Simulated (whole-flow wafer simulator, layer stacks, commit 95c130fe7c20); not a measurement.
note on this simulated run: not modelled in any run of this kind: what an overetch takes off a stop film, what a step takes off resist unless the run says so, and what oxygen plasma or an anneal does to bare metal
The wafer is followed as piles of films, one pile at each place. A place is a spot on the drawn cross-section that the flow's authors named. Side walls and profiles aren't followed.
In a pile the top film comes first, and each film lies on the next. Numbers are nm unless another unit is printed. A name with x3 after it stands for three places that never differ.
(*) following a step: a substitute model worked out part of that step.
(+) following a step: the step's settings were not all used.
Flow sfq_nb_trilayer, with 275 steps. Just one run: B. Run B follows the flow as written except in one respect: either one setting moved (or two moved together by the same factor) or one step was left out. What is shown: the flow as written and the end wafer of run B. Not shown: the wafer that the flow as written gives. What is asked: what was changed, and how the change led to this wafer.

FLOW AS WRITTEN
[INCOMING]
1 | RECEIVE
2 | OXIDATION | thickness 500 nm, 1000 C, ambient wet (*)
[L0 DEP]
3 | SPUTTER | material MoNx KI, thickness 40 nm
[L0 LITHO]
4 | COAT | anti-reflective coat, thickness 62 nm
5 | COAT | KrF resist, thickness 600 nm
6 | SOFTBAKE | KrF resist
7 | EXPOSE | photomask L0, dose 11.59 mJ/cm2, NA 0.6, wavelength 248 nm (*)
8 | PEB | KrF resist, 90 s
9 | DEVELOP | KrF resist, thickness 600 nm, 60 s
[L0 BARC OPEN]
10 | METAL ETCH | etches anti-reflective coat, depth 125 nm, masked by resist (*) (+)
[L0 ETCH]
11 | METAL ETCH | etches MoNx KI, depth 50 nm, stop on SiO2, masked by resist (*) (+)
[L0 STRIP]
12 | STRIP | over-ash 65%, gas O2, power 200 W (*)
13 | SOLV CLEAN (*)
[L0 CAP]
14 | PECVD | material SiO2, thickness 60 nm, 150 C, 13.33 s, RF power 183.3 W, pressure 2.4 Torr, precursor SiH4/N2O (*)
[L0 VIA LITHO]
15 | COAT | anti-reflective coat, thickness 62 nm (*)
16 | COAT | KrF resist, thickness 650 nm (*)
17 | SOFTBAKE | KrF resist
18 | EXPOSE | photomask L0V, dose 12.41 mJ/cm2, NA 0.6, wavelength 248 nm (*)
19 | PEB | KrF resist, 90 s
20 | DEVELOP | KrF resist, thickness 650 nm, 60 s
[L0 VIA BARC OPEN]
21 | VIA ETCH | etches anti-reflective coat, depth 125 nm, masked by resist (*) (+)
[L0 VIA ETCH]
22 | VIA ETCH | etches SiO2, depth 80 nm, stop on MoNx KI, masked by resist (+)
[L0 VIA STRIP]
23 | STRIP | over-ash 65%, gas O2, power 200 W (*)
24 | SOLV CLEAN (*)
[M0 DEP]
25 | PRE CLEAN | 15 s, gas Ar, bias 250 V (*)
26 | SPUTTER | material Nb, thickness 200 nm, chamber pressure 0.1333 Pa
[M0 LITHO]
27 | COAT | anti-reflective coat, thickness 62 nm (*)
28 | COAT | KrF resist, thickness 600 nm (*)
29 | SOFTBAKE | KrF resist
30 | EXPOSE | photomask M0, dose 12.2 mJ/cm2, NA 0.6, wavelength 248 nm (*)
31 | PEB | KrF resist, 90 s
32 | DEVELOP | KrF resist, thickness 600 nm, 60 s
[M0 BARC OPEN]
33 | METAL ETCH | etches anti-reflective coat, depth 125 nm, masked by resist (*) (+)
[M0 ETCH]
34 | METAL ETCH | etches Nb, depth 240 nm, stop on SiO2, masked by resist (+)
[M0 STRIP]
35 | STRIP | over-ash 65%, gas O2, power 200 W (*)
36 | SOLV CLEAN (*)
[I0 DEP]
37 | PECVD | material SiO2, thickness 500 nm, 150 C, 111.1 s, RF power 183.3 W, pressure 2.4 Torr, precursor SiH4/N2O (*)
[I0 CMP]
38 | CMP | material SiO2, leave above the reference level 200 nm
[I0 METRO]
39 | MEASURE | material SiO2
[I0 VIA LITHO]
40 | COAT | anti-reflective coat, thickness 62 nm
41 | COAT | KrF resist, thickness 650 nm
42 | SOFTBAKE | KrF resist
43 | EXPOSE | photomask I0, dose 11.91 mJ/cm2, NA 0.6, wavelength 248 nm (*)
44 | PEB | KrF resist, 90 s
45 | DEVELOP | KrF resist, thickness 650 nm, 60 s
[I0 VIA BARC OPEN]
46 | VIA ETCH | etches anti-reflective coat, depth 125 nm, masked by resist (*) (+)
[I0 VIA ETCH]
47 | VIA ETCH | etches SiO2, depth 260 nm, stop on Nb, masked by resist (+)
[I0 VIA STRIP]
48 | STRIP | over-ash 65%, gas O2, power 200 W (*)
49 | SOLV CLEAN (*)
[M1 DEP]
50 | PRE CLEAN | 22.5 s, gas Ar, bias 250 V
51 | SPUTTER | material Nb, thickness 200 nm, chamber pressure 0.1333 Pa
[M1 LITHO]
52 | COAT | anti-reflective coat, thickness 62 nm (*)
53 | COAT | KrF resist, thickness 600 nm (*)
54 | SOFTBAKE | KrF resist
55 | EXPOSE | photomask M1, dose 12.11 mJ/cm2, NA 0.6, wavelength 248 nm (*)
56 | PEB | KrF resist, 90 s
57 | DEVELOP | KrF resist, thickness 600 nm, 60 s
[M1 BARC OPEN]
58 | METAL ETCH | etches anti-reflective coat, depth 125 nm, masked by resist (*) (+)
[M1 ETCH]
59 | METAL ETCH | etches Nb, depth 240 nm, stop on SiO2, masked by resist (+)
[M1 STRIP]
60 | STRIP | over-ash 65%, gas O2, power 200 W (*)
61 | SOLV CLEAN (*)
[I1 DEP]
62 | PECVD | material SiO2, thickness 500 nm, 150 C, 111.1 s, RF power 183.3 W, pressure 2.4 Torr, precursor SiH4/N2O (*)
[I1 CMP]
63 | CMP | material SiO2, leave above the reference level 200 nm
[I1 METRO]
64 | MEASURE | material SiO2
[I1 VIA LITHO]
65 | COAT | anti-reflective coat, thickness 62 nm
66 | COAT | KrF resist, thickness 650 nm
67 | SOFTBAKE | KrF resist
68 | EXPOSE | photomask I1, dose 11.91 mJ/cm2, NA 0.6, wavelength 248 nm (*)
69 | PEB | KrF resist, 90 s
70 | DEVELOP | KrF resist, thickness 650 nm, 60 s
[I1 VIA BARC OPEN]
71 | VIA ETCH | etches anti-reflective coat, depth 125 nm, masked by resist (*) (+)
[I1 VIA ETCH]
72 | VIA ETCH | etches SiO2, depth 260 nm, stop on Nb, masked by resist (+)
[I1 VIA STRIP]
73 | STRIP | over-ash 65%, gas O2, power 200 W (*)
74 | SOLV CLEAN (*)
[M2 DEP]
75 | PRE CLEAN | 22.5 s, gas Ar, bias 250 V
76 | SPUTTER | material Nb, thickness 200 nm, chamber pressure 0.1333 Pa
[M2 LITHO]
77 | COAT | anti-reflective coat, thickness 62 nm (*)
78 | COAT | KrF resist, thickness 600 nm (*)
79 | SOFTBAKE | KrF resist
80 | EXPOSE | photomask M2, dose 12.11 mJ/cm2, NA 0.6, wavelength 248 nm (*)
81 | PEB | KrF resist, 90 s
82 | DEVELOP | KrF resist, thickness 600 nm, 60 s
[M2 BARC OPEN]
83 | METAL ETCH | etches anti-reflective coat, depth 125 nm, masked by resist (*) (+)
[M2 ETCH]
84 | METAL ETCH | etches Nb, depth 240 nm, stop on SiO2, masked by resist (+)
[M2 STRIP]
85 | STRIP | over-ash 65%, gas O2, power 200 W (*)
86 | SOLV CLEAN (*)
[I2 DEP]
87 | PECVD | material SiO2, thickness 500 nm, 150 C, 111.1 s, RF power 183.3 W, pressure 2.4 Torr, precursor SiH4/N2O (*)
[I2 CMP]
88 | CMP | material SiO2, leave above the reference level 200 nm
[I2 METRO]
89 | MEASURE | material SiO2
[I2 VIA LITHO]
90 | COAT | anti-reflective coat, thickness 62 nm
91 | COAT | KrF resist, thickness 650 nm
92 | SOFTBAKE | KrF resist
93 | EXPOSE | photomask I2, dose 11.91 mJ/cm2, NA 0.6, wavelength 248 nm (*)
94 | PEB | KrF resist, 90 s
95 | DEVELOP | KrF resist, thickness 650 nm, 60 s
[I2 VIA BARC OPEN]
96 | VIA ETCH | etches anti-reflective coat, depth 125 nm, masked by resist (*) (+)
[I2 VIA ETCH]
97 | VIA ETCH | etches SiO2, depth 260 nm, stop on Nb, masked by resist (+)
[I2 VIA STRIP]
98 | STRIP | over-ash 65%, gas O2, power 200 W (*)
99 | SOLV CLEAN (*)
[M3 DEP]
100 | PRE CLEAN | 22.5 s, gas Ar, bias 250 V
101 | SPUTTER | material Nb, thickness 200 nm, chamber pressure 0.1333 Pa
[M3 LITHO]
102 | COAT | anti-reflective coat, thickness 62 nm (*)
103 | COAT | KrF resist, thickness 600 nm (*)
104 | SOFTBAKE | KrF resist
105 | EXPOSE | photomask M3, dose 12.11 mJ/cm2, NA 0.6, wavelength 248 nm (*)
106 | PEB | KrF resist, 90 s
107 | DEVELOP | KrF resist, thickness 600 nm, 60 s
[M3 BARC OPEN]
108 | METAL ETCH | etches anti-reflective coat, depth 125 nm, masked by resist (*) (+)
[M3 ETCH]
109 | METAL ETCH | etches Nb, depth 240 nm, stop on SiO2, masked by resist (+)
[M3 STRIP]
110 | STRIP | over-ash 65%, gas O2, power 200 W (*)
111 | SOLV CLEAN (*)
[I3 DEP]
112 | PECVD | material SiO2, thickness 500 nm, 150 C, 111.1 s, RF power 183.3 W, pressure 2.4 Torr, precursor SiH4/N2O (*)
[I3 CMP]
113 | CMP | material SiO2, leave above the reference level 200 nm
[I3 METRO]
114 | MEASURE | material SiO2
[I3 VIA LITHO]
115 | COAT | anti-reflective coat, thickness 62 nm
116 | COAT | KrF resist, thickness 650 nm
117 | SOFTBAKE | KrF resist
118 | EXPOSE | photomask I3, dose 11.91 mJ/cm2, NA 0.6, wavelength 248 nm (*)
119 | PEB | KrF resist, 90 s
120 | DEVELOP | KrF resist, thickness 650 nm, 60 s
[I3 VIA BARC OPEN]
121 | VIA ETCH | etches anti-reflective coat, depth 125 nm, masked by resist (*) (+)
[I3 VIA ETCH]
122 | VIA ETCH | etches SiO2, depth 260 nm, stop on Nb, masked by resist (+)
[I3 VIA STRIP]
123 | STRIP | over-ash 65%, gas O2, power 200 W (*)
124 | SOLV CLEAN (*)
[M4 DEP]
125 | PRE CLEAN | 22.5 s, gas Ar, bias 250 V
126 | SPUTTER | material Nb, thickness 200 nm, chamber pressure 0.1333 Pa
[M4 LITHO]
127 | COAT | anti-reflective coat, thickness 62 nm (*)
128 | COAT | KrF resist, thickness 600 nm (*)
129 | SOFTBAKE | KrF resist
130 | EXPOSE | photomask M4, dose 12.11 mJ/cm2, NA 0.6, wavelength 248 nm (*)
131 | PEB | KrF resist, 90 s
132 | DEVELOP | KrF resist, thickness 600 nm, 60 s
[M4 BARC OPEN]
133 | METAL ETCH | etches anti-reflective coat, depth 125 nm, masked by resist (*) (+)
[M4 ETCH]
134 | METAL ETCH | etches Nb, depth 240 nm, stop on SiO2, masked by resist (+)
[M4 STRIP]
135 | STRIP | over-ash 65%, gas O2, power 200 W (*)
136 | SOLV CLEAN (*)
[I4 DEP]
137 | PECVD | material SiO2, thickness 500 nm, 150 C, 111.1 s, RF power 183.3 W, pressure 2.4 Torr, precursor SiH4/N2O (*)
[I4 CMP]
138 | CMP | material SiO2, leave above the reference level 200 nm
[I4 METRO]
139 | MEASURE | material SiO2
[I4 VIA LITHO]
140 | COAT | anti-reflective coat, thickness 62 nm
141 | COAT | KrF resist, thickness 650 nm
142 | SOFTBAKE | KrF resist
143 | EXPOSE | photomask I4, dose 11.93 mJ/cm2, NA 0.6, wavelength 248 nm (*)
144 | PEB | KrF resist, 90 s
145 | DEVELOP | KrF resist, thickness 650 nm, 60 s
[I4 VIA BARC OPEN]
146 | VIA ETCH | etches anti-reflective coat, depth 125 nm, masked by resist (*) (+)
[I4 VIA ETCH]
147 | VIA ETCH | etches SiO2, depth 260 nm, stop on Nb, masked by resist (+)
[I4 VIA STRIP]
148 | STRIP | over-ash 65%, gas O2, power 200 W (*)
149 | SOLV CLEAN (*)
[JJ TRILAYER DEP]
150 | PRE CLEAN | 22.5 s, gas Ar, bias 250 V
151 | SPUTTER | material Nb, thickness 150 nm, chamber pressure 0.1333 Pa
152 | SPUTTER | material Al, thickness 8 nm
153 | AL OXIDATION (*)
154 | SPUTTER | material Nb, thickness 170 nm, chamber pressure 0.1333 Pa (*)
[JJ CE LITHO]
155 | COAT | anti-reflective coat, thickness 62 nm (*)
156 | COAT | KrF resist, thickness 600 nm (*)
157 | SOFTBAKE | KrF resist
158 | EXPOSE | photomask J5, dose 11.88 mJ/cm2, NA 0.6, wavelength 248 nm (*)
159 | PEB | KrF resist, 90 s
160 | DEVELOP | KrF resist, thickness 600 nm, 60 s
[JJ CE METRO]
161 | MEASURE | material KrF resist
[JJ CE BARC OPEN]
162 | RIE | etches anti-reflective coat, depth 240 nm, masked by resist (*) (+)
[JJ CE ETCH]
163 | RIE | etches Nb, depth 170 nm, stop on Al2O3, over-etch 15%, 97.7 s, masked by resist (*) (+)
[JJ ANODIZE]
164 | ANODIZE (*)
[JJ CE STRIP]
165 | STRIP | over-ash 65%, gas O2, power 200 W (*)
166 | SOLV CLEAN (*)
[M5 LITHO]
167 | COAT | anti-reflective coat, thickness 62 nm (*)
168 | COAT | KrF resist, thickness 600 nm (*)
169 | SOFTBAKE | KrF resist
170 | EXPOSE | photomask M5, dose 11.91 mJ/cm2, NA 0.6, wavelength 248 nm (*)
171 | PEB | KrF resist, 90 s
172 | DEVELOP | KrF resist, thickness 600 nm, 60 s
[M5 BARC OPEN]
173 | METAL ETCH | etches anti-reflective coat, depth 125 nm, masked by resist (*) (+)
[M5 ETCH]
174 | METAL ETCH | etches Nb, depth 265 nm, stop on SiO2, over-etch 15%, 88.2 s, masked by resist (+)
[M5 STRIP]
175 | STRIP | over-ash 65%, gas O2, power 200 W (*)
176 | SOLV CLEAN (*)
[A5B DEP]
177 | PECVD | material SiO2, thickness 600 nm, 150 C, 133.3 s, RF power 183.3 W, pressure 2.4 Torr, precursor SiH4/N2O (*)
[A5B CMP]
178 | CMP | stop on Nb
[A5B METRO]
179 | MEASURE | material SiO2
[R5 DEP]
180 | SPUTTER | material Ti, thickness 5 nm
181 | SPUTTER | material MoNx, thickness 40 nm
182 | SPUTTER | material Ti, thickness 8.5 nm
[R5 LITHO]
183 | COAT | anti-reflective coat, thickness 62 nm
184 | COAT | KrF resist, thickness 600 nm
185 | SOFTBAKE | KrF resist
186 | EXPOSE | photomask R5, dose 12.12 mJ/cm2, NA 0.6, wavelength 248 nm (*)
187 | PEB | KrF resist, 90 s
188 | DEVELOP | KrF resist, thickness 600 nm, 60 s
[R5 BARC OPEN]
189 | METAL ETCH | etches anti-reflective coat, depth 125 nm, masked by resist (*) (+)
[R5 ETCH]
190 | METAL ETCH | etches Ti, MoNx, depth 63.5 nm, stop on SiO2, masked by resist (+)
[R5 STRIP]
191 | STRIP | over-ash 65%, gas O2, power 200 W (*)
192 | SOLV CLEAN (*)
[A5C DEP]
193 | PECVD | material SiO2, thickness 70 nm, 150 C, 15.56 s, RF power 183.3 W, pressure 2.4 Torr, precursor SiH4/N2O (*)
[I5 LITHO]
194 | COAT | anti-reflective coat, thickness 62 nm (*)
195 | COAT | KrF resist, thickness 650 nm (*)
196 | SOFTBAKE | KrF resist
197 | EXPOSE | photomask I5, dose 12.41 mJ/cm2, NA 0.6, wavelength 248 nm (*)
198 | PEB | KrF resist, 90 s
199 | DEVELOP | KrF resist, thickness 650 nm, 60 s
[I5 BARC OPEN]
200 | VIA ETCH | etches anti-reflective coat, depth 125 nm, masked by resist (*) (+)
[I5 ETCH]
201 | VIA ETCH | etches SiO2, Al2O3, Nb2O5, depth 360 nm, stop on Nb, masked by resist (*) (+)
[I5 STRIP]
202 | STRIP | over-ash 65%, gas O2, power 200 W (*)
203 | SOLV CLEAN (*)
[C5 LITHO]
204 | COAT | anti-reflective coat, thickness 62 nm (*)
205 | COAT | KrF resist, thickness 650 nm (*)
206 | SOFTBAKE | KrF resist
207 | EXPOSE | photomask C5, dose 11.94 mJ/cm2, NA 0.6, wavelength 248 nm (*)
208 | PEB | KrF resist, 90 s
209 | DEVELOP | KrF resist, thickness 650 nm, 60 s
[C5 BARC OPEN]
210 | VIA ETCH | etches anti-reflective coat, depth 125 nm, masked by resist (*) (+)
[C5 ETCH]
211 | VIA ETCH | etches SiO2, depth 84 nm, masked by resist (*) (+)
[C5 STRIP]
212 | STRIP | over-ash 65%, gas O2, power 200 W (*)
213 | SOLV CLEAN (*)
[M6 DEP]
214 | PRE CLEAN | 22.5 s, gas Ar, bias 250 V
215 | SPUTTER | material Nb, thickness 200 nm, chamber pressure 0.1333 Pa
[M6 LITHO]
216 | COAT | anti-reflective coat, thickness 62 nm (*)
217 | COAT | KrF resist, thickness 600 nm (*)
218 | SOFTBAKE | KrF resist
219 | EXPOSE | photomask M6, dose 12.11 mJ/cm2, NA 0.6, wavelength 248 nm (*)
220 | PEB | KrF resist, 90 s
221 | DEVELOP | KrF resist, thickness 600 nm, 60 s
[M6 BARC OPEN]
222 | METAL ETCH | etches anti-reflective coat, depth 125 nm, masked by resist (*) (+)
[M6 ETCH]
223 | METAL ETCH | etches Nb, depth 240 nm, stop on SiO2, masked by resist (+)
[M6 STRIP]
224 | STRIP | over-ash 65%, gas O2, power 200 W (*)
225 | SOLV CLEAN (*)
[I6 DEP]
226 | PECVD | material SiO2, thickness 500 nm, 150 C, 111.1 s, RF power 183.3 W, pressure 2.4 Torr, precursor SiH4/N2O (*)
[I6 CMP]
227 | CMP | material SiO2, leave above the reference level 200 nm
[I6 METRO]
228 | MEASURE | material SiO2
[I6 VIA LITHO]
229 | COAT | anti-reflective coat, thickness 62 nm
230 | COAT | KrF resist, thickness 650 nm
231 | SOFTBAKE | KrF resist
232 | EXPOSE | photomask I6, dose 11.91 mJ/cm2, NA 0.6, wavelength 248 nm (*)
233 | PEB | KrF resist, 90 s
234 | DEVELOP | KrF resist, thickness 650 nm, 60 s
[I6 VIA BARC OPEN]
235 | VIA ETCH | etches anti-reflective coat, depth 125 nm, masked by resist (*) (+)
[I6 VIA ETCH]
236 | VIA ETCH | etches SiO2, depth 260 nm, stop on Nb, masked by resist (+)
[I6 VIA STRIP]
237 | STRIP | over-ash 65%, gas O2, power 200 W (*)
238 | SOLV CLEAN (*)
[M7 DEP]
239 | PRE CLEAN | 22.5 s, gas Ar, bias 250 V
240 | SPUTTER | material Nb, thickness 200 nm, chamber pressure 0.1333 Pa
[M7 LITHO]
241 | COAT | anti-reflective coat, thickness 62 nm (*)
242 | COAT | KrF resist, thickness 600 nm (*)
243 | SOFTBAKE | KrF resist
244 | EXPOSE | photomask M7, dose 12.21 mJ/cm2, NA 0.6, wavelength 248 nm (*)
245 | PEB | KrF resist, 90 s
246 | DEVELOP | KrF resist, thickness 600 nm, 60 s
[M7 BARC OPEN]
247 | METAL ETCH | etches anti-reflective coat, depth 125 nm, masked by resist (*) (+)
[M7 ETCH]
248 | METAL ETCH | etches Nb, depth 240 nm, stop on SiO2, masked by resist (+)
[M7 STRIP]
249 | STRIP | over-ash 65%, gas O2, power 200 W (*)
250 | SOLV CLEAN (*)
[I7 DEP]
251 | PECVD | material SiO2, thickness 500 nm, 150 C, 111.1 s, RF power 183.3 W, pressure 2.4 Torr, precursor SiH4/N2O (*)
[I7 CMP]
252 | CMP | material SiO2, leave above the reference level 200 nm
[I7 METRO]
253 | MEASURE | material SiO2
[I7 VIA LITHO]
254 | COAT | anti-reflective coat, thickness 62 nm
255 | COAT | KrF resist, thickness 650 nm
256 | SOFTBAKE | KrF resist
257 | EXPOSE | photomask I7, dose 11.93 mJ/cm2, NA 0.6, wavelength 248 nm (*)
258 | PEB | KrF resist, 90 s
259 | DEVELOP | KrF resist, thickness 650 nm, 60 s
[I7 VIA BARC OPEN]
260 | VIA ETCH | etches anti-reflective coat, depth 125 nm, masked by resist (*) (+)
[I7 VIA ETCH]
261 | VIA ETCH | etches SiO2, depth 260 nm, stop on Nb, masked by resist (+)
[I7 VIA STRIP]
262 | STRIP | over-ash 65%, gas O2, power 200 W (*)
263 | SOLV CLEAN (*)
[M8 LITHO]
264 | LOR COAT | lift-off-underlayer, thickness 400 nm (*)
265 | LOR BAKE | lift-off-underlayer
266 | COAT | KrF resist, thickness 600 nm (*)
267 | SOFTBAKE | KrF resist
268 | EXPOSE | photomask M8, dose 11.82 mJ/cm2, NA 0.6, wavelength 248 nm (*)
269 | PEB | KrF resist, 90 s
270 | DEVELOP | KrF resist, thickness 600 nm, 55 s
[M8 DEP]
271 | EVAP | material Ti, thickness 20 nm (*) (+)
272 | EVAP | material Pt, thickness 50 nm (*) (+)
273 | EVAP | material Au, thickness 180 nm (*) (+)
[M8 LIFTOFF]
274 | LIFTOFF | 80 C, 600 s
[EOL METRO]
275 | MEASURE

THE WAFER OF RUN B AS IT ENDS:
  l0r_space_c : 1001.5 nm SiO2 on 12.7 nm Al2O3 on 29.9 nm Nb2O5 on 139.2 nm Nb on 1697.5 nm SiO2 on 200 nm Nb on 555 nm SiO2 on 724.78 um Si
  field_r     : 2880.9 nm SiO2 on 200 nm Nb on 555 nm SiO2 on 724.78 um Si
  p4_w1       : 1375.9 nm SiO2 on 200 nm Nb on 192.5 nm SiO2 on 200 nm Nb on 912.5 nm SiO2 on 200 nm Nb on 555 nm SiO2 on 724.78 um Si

Cause: step 38, CMP: leave above the reference level 135 nm was run, whereas the flow has leave above the reference level 200 nm.

Step by step, how the change led to this:
  38 | CMP | material SiO2, leave above the reference level 200 nm
      v_sur, via_wl, via_w and 94 more: -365 SiO2 (it would be, as written: -300 SiO2)
      field_l, l0_sur, l0r_line_l, l0r_line_c, l0r_line_r: -405 SiO2 (it would be, as written: -340 SiO2)
      (also at 4 further places)
  47 | VIA ETCH | etches SiO2, depth 260 nm, stop on Nb, masked by resist (+)
      field_l, v_sur, via_wl and 102 more: -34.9 KrF resist (it would be, as written: -44.8 KrF resist)
      via_w: -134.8 SiO2 (all of it) (it would be, as written: -199.8 SiO2 (all of it))
  51 | SPUTTER | material Nb, thickness 200 nm, chamber pressure 0.1333 Pa
      via_w: +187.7 Nb (it would be, as written: +174.5 Nb)
  52 | COAT | anti-reflective coat, thickness 62 nm (*)
      via_wl: +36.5 anti-reflective coat (new film) (it would be, as written: +33.8 anti-reflective coat (new film))
      via_w: +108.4 anti-reflective coat (new film) (it would be, as written: +123.1 anti-reflective coat (new film))
      (also at 1 further place)
  53 | COAT | KrF resist, thickness 600 nm (*)
      via_w: +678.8 KrF resist (new film) (it would be, as written: +731.8 KrF resist (new film))
  60 | STRIP | over-ash 65%, gas O2, power 200 W (*)
      via_wl: -390.9 KrF resist (all of it), -36.5 anti-reflective coat (all of it) (it would be, as written: -385.5 KrF resist (all of it), -33.8 anti-reflective coat (all of it))
      via_w: -461 KrF resist (all of it), -108.4 anti-reflective coat (all of it) (it would be, as written: -513.8 KrF resist (all of it), -123.1 anti-reflective coat (all of it))
      (also at 1 further place)
  62 | PECVD | material SiO2, thickness 500 nm, 150 C, 111.1 s, RF power 183.3 W, pressure 2.4 Torr, precursor SiH4/N2O (*)
      via_w: +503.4 SiO2 (new film) (it would be, as written: +606 SiO2 (new film))
  63 | CMP | material SiO2, leave above the reference level 200 nm
      via_w: -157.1 SiO2 (it would be, as written: -181.6 SiO2)
